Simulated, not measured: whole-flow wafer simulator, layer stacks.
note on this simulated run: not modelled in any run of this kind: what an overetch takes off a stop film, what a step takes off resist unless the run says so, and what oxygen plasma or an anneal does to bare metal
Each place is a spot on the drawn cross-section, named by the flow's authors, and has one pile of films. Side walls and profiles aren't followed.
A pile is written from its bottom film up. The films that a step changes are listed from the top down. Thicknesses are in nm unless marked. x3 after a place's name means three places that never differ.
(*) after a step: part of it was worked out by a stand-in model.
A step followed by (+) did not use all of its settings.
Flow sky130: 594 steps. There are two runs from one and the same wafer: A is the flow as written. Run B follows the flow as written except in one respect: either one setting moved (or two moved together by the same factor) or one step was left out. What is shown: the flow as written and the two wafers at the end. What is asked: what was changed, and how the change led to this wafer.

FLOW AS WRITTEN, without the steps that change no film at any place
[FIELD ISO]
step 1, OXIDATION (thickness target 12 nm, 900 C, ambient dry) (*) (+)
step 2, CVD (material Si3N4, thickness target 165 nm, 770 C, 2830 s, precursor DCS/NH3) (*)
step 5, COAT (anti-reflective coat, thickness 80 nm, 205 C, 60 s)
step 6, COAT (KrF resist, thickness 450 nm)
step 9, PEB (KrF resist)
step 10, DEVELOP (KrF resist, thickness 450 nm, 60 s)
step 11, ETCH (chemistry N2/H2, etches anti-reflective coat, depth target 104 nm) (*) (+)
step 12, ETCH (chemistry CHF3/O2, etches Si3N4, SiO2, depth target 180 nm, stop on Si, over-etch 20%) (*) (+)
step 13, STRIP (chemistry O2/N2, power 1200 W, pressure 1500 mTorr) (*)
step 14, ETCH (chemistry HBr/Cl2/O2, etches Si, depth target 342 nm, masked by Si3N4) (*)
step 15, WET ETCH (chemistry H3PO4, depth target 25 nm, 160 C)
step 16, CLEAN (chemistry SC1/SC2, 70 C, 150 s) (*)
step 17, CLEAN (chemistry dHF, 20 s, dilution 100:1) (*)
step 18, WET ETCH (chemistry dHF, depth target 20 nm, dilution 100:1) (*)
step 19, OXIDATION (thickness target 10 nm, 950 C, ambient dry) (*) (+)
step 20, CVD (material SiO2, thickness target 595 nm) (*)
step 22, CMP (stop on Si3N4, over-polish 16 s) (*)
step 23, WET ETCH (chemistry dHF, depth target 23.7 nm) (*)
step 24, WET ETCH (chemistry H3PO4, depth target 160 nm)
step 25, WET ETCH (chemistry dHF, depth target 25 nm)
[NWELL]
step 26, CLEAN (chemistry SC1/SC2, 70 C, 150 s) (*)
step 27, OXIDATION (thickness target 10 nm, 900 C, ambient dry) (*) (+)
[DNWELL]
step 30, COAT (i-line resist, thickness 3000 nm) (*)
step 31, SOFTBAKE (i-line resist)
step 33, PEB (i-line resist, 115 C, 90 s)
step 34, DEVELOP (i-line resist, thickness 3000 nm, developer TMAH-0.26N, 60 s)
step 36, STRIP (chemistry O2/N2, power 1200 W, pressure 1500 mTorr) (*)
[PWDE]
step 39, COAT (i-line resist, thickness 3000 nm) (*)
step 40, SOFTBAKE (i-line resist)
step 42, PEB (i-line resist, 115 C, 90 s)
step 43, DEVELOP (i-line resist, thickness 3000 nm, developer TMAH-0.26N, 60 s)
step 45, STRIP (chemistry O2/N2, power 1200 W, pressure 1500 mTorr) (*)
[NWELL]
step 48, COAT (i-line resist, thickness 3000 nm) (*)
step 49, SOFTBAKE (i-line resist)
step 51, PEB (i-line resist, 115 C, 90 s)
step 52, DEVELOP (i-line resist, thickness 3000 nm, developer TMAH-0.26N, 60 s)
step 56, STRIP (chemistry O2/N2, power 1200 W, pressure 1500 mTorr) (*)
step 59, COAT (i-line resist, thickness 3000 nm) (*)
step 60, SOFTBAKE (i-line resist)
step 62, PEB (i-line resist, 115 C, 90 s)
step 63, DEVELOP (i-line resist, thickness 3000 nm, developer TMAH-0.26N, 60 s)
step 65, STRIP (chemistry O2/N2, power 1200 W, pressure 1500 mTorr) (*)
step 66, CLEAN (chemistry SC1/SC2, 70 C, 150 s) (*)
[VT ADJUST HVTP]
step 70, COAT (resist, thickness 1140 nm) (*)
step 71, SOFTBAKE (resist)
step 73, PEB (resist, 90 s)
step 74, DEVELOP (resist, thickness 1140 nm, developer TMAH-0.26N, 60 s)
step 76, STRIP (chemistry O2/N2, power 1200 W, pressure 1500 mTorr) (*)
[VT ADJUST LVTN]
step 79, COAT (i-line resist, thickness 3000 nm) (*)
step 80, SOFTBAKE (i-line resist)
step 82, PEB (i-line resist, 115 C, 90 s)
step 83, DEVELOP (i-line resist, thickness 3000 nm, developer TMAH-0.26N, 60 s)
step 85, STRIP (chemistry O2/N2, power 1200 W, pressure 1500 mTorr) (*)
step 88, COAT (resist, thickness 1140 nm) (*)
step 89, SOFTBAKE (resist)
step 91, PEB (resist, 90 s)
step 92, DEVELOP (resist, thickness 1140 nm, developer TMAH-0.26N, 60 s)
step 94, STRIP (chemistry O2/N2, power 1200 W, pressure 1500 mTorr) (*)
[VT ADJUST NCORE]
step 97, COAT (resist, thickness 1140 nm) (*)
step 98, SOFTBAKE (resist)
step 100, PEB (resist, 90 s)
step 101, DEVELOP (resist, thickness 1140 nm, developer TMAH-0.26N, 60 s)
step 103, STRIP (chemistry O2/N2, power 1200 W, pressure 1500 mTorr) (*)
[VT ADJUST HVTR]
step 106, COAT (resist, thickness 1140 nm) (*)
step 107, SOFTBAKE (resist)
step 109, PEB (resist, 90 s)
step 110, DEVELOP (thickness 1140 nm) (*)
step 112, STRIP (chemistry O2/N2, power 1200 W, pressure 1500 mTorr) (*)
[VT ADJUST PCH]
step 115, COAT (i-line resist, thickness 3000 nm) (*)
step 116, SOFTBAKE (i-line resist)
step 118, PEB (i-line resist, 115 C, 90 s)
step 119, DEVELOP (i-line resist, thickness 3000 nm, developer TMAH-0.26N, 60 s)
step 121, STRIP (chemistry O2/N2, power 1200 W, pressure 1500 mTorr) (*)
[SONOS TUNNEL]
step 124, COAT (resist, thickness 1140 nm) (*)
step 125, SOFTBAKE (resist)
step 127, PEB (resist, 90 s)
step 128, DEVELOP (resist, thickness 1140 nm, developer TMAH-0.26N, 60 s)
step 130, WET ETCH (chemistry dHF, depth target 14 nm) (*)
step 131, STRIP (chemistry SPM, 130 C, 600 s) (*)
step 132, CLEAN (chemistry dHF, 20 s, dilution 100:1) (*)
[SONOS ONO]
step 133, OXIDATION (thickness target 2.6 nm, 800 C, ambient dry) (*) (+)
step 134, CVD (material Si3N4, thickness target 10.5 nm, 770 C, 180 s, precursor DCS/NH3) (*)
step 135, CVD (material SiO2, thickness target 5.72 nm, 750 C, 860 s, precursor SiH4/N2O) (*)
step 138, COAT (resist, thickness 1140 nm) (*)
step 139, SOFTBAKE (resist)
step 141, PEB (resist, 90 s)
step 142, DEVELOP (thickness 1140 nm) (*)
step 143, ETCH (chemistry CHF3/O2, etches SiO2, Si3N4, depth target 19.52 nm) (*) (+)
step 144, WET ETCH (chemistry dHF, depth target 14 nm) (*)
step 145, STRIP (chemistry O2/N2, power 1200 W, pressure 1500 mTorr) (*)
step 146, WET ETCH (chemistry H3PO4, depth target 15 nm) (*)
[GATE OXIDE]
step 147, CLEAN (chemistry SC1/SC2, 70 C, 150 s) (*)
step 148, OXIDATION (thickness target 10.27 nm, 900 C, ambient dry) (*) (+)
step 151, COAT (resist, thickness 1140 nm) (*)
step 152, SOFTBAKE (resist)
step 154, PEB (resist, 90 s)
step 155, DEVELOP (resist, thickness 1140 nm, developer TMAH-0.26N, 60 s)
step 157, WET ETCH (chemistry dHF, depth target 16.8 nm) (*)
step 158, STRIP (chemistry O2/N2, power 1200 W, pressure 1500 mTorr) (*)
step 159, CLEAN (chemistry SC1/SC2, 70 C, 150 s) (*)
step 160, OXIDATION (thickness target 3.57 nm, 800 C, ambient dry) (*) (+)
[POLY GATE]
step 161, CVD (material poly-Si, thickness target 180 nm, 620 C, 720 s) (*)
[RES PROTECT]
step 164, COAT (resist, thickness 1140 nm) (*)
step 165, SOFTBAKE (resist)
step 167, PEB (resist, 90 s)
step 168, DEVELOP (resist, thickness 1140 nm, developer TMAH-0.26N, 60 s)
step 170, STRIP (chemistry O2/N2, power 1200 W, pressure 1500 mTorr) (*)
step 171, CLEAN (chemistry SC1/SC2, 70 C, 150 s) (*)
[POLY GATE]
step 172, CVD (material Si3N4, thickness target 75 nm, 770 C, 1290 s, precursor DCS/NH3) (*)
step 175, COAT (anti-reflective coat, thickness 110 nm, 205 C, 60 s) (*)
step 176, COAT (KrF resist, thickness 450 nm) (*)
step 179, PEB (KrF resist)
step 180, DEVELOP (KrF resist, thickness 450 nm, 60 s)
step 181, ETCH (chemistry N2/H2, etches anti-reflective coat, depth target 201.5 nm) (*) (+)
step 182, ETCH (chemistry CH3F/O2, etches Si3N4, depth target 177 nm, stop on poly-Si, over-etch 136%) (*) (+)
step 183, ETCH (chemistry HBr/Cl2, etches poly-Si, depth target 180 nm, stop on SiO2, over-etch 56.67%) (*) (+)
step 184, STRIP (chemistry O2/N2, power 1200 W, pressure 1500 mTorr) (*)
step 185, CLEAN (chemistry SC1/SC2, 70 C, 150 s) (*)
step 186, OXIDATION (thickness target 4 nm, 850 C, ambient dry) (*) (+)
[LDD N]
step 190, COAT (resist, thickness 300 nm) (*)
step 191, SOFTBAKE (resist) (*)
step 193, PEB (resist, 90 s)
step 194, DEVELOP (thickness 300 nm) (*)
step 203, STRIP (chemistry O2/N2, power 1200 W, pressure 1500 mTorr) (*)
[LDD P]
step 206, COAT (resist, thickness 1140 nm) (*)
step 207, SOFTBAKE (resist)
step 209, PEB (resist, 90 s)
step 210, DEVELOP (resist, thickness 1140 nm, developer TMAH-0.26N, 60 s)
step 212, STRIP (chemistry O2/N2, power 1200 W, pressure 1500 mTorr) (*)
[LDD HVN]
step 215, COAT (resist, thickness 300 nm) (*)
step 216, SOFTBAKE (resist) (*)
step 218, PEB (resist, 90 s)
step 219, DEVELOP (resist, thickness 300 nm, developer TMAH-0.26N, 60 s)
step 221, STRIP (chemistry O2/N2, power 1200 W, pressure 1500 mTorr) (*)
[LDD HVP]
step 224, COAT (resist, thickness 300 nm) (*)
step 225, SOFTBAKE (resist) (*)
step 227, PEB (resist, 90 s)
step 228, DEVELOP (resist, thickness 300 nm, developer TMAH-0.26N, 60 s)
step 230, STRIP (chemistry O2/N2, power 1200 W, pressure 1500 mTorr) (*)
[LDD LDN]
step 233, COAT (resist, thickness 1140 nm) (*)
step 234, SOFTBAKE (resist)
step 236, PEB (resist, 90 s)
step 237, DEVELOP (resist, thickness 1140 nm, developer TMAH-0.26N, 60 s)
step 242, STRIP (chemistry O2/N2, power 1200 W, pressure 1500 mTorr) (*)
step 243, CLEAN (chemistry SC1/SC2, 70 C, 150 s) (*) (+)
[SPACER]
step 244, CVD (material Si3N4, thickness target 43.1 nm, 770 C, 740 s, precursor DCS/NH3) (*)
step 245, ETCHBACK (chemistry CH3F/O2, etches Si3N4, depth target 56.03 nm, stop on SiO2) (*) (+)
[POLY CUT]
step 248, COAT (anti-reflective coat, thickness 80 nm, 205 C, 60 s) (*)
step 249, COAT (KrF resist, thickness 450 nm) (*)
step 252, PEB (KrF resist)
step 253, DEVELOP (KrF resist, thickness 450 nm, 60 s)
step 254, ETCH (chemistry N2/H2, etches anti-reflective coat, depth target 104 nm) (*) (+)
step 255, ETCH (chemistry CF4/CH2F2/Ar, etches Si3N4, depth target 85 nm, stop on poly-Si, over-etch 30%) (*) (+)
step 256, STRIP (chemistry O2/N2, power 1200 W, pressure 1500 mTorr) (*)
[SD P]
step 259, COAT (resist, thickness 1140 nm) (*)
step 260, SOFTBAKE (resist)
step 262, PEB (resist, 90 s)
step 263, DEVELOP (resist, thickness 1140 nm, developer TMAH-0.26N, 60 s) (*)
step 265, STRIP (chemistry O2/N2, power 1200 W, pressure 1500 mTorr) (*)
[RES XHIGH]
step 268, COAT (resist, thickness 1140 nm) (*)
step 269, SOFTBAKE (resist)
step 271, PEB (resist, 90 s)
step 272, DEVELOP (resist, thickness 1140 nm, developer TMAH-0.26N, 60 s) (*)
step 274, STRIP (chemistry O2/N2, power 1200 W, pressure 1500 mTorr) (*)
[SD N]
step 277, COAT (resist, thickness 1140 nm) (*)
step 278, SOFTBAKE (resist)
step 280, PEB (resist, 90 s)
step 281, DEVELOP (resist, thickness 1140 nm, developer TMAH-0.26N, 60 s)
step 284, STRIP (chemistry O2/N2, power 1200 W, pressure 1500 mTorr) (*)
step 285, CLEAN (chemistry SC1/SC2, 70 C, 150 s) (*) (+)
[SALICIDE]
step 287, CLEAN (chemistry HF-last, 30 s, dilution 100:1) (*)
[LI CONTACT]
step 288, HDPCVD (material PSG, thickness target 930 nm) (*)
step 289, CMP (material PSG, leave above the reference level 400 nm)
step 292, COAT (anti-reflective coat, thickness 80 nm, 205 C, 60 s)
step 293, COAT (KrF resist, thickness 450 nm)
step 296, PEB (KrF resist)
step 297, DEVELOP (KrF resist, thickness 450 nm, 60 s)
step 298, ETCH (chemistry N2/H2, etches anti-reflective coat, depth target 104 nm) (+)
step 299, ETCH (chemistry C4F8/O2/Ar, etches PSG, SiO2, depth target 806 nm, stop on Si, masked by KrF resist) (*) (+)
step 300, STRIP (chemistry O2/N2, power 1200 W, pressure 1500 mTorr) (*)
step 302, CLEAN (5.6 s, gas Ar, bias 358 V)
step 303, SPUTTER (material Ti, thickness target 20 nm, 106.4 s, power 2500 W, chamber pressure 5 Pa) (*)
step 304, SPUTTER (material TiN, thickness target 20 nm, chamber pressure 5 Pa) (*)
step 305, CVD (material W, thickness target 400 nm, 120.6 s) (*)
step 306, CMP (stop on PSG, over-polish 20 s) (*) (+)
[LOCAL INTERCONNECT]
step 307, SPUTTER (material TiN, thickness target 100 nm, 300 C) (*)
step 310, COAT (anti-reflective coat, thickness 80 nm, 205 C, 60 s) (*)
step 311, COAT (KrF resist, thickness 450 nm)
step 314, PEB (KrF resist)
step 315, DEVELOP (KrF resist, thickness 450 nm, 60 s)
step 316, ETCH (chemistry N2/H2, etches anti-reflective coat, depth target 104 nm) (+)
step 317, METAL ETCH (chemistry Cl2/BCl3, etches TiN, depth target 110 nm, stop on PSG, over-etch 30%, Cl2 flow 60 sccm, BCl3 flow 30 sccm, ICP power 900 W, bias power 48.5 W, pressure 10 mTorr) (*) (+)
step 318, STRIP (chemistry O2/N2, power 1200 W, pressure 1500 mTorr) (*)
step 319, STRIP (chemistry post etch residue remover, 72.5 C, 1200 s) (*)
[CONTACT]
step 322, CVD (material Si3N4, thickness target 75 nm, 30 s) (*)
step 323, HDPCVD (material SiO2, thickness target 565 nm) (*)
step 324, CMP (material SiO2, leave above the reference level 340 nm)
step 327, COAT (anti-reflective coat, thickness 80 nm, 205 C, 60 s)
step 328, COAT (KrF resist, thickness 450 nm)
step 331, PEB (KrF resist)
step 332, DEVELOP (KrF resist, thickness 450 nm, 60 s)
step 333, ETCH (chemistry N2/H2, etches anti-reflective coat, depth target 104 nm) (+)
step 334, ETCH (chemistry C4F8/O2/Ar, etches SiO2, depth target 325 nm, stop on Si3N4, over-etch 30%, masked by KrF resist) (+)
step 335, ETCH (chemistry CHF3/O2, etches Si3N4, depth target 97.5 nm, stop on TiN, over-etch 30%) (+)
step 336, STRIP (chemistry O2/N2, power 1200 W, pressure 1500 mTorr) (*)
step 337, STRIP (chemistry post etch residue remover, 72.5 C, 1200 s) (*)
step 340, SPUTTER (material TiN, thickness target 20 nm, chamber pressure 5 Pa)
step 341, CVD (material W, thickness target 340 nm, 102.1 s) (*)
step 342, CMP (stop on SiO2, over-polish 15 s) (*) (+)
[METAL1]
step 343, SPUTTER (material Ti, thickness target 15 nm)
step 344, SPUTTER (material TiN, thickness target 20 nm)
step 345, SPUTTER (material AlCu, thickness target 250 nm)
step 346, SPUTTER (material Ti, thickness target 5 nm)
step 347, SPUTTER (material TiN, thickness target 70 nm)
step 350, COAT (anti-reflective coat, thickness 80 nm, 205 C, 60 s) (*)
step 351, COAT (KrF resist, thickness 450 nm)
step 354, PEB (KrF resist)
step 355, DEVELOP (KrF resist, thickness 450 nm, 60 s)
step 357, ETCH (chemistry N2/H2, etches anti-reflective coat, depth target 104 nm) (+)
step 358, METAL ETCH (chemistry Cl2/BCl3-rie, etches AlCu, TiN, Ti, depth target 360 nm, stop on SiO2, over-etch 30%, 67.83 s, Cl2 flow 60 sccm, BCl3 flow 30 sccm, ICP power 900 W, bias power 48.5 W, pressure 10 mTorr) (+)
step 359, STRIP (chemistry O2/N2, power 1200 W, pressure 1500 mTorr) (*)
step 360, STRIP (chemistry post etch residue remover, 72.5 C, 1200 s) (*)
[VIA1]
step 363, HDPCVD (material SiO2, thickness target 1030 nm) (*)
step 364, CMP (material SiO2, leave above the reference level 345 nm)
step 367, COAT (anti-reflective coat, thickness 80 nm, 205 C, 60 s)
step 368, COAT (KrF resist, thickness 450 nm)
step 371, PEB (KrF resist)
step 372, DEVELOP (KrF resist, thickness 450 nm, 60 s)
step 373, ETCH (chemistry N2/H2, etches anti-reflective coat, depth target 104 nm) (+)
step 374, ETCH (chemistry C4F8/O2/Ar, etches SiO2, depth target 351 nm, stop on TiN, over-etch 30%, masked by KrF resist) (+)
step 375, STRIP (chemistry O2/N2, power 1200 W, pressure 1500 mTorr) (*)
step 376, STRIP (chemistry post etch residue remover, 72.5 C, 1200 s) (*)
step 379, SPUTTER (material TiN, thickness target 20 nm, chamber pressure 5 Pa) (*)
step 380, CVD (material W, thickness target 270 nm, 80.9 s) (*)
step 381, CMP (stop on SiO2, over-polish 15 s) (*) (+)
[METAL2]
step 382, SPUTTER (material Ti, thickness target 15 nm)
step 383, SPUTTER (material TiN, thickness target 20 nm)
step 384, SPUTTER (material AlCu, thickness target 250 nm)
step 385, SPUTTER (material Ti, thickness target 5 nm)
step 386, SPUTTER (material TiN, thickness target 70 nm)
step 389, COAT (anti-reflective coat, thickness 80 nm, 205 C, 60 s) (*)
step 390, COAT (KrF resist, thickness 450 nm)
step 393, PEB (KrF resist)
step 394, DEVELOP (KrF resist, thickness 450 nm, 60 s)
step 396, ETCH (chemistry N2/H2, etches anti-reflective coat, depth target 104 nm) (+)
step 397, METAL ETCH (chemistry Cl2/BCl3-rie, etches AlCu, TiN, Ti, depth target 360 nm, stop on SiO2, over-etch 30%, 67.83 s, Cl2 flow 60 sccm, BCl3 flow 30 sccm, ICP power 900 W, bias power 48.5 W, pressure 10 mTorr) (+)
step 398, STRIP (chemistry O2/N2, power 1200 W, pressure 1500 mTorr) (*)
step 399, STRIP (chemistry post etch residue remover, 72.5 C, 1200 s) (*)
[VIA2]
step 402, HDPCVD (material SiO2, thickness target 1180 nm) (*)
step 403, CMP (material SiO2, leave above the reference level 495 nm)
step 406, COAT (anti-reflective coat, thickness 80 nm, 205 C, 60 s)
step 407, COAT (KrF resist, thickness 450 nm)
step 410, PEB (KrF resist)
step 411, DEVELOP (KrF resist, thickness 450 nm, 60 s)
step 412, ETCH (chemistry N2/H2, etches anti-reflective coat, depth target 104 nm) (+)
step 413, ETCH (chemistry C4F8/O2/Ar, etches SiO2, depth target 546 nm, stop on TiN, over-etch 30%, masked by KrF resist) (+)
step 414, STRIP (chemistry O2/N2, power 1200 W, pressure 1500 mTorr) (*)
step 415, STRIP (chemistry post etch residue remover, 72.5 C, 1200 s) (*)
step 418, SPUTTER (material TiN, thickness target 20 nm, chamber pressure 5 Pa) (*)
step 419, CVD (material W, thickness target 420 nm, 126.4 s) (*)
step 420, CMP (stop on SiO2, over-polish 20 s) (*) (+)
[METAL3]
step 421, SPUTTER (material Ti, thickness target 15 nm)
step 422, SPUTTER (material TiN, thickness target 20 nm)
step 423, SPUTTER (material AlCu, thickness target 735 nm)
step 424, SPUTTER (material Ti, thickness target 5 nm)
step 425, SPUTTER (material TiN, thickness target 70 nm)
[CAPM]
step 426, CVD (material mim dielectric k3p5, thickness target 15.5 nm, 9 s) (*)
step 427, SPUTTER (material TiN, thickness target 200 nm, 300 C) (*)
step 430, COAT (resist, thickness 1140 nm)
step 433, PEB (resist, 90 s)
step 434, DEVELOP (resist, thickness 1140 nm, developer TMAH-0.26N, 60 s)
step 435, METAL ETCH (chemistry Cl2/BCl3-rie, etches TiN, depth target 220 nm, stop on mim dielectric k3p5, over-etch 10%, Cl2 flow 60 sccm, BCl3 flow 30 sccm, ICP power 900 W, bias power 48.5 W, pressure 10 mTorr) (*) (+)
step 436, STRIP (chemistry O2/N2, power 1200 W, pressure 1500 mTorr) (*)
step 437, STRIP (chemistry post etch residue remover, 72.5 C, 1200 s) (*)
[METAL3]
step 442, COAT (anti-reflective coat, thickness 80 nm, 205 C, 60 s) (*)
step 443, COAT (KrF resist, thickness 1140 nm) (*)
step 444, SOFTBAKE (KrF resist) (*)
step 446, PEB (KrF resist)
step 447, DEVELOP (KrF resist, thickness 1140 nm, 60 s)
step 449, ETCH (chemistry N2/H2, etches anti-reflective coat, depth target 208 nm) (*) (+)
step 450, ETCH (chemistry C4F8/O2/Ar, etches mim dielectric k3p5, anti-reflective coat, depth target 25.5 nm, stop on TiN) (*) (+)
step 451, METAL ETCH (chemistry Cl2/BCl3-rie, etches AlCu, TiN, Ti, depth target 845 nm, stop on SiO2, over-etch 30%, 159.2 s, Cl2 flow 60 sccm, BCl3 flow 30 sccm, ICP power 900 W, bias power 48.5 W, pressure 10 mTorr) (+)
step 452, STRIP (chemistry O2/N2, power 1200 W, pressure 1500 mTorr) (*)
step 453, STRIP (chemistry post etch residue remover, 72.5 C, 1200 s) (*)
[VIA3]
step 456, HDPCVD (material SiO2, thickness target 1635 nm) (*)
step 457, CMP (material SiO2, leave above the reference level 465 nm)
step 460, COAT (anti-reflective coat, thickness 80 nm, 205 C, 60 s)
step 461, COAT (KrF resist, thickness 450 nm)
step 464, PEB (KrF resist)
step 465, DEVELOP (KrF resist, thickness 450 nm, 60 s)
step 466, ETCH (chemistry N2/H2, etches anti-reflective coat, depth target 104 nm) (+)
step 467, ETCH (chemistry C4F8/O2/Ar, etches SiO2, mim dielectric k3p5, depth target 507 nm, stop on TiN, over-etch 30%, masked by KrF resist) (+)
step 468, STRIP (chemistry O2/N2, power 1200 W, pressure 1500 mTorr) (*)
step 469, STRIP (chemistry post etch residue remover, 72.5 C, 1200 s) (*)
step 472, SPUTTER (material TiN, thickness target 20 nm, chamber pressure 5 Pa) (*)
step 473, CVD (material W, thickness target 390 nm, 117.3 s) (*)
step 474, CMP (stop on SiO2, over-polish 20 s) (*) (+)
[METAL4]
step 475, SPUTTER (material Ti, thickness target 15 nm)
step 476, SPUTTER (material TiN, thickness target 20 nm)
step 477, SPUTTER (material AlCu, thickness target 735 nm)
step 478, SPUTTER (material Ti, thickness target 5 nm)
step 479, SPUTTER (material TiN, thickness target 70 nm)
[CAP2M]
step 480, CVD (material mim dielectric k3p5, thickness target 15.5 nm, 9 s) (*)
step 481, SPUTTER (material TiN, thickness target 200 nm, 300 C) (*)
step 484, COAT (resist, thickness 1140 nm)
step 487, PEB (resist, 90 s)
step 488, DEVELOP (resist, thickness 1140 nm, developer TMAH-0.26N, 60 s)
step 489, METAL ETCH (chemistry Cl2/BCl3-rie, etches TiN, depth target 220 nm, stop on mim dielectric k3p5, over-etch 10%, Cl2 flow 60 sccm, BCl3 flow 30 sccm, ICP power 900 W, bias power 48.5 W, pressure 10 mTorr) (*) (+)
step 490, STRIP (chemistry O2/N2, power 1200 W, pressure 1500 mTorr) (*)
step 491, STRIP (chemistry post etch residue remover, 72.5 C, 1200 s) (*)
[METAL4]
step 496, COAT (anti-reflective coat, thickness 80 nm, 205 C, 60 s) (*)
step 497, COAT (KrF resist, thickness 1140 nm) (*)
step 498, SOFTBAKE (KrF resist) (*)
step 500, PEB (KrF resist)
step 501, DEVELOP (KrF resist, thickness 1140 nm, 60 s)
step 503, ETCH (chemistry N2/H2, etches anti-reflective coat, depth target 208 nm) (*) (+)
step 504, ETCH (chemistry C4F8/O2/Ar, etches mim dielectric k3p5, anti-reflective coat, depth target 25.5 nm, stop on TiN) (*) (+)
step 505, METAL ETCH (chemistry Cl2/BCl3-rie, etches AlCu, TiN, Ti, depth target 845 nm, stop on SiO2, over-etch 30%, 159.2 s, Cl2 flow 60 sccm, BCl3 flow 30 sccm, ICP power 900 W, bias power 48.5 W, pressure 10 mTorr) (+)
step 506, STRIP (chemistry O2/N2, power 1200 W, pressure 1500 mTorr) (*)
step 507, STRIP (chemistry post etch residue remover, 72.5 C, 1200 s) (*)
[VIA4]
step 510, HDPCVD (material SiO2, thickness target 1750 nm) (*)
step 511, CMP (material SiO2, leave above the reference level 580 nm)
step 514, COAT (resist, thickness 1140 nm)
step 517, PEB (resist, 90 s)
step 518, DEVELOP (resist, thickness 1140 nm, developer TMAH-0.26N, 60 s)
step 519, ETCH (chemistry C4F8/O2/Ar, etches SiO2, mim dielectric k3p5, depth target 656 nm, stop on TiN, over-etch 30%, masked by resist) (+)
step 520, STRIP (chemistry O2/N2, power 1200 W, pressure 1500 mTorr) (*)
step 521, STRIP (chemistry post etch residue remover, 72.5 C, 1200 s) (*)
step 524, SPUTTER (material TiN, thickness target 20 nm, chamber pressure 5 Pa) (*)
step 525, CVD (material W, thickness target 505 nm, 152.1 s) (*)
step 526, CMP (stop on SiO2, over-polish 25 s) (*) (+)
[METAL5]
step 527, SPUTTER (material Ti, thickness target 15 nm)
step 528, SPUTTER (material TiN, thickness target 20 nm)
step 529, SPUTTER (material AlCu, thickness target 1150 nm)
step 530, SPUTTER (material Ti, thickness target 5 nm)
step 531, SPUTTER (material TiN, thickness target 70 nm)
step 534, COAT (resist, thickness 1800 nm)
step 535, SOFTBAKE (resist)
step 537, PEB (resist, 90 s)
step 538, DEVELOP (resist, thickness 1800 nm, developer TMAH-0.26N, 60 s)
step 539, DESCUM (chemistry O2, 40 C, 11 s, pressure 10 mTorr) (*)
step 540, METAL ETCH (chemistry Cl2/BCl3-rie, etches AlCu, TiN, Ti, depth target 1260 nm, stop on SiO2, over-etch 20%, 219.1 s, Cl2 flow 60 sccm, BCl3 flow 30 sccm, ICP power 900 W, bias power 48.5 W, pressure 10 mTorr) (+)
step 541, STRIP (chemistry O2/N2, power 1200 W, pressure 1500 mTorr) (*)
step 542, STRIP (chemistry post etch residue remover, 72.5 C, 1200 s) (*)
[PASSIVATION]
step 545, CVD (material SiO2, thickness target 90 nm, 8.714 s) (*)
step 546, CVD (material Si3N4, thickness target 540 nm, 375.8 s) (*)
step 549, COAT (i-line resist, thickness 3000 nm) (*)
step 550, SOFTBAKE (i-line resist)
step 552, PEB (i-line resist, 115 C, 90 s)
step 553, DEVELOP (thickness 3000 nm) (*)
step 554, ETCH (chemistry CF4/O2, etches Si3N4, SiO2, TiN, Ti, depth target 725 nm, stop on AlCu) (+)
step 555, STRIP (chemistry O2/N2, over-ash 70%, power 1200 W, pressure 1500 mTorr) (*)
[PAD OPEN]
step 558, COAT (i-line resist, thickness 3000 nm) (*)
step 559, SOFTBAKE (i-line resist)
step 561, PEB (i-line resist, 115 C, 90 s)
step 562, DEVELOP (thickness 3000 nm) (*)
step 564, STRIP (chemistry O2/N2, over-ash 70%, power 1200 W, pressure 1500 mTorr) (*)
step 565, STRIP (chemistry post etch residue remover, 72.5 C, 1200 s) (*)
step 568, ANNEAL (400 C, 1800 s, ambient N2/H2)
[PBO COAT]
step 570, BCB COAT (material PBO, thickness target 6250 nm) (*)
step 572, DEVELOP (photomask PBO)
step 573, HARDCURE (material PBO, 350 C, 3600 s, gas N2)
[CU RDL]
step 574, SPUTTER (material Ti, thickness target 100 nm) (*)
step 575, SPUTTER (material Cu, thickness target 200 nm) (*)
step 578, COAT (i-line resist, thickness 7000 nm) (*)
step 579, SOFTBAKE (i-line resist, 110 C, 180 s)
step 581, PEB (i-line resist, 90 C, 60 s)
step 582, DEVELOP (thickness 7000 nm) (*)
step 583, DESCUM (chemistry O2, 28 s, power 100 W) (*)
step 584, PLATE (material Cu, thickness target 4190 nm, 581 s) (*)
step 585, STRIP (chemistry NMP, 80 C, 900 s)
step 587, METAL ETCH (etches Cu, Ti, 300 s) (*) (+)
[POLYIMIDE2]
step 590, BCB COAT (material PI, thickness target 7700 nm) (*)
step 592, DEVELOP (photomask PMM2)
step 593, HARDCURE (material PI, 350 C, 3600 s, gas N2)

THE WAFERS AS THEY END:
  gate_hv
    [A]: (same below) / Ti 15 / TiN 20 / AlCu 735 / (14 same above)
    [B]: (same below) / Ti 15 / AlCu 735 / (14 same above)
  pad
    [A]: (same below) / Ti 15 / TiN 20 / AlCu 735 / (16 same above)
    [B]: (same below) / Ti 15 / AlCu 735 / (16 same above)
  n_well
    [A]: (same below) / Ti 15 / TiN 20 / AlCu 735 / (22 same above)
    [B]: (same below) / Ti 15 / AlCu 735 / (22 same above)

What caused this: step 422, SPUTTER: material TiN, thickness target 20 nm, was skipped.

The path from the change to this, step by step:
  step 451, METAL ETCH (chemistry Cl2/BCl3-rie, etches AlCu, TiN, Ti, depth target 845 nm, stop on SiO2, over-etch 30%, 159.2 s, Cl2 flow 60 sccm, BCl3 flow 30 sccm, ICP power 900 W, bias power 48.5 W, pressure 10 mTorr) (+)
      field, active, gate and 69 more: A TiN loses 70 (all of it), Ti loses 5 (all of it), AlCu loses 735 (all of it), TiN loses 20 (all of it), Ti loses 15 (all of it), SiO2 loses 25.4 | B TiN loses 70 (all of it), Ti loses 5 (all of it), AlCu loses 735 (all of it), Ti loses 15 (all of it), SiO2 loses 27.4
      vpp_ln, vpp_iso2, ndiff_ln and 10 more: A TiN loses 70 (all of it), Ti loses 5 (all of it), AlCu loses 735 (all of it), TiN loses 20 (all of it), Ti loses 15 (all of it), SiO2 loses 25.3 | B TiN loses 70 (all of it), Ti loses 5 (all of it), AlCu loses 735 (all of it), Ti loses 15 (all of it), SiO2 loses 27.3
  step 457, CMP (material SiO2, leave above the reference level 465 nm)
      field, active, gate and 82 more: A SiO2 loses 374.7 | B SiO2 loses 392.7
